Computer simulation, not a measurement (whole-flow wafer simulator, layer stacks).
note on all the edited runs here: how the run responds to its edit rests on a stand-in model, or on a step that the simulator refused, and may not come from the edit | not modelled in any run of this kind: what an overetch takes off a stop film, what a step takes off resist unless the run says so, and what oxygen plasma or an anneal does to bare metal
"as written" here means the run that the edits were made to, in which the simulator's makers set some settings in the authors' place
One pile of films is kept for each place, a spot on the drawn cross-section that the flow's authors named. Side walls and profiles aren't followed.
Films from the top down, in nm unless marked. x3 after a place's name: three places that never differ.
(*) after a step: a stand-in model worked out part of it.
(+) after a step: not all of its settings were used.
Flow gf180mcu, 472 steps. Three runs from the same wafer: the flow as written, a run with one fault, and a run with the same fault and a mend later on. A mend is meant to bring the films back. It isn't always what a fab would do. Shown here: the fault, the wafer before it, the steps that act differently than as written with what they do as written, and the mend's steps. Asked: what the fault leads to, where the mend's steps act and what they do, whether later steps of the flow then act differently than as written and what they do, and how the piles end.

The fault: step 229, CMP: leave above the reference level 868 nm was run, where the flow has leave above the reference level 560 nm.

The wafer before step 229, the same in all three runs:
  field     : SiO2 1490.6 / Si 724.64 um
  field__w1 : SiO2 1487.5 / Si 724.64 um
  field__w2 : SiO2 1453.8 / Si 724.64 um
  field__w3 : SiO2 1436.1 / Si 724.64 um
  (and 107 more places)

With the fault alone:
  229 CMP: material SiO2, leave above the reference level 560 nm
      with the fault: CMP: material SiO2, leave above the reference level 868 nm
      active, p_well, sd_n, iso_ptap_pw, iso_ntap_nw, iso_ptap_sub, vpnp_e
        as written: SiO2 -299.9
        with the fault: nothing
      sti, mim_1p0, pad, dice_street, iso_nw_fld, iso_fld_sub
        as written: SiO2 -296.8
        with the fault: nothing
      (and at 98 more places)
  Later steps of the flow that act differently than as written (5 more steps differ only slightly, by at most 2% or 0.5 nm, whichever is larger, and aren't shown):
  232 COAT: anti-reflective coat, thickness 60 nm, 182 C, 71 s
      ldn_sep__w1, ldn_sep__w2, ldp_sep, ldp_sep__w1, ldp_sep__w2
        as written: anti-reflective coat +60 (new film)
        with the fault: anti-reflective coat +58.5 (new film)
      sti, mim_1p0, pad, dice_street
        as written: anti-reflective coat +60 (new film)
        with the fault: anti-reflective coat +50.8 (new film)
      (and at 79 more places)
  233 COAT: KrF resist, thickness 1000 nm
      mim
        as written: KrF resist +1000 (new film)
        with the fault: KrF resist +1020.7 (new film)
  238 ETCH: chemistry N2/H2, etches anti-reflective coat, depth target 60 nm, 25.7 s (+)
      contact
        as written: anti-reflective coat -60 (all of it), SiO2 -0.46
        with the fault: anti-reflective coat -67.7 (all of it), SiO2 -0.26
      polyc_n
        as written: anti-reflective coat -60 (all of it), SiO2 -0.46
        with the fault: anti-reflective coat -46.7 (all of it), SiO2 -0.8
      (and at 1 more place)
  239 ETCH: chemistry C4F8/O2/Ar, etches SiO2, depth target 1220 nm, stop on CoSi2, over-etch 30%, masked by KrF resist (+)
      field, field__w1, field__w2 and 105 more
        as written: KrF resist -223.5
        with the fault: KrF resist -244
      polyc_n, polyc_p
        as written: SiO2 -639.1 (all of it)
        with the fault: SiO2 -946.7 (all of it)
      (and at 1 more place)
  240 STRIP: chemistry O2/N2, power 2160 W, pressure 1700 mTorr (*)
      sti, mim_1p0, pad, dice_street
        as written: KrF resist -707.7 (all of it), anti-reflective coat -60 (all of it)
        with the fault: KrF resist -692.5 (all of it), anti-reflective coat -50.8 (all of it)
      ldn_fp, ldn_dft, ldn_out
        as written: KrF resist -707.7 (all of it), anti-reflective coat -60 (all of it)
        with the fault: KrF resist -686.7 (all of it), anti-reflective coat -59.6 (all of it)
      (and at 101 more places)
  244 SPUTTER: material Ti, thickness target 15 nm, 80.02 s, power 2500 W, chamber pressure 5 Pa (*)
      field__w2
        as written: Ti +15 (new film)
        with the fault: Ti +14.1 (new film)
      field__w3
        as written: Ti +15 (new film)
        with the fault: Ti +14.2 (new film)
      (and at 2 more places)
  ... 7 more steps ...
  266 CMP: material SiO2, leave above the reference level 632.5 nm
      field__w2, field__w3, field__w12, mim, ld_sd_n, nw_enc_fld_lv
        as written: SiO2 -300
        with the fault: SiO2 -287.7
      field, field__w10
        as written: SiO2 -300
        with the fault: SiO2 -285.1
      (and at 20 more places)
  At the end the piles differ from the flow's by more than 2% or 0.5 nm, whichever is larger, at field, field__w1, field__w2 and 109 more.
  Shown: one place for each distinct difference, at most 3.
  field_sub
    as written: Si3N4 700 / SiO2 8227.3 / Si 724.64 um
    with the fault: Si3N4 700 / SiO2 7041.5 / TiN 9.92 / Ti 15 / SiO2 1465.9 / Si 724.64 um
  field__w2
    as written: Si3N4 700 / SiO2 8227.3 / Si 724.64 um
    with the fault: Si3N4 700 / SiO2 7042.5 / W 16 / TiN 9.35 / Ti 14.1 / SiO2 1450.4 / Si 724.64 um
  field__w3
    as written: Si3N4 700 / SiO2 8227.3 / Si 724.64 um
    with the fault: Si3N4 700 / SiO2 7042.5 / W 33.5 / TiN 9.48 / Ti 14.2 / SiO2 1432.6 / Si 724.64 um

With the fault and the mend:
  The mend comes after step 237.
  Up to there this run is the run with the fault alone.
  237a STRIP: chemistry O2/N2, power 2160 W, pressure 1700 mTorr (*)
      sti, mim_1p0, pad, dice_street
        KrF resist -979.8 (all of it), anti-reflective coat -50.8 (all of it)
      ldn_fp, ldn_dft, ldn_out
        KrF resist -974 (all of it), anti-reflective coat -59.6 (all of it)
      p_well, sd_n
        KrF resist -979.8 (all of it), anti-reflective coat -47.7 (all of it)
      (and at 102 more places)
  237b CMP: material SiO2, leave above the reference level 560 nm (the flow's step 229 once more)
      field__w5, field__w9, field__w13 and 53 more
        SiO2 -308
      active, p_well, sd_n, iso_ptap_pw, iso_ntap_nw, iso_ptap_sub, vpnp_e
        SiO2 -299.9
      sti, mim_1p0, pad, dice_street, iso_nw_fld, iso_fld_sub
        SiO2 -296.8
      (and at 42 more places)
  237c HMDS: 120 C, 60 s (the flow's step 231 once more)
      changes no film at any place that is followed
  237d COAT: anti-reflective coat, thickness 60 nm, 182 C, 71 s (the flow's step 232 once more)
      field, field__w1, field__w2 and 108 more
        anti-reflective coat +60 (new film)
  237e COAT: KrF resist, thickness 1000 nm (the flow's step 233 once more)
      field, field__w1, field__w2 and 108 more
        KrF resist +1000 (new film)
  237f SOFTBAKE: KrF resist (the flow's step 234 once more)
      changes no film at any place that is followed
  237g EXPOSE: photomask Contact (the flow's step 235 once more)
      changes no film at any place that is followed
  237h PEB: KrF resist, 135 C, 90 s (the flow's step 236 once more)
      field, field__w1, field__w2 and 108 more
        KrF resist -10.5
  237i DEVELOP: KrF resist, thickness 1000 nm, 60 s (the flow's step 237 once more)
      field, field__w1, field__w2 and 105 more
        KrF resist -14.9
      contact, polyc_n, polyc_p
        KrF resist -989.5 (all of it)
  No later step of the flow acts differently than as written at any place that is followed.
  At the end the piles are the same as the flow's at every place that both follow.
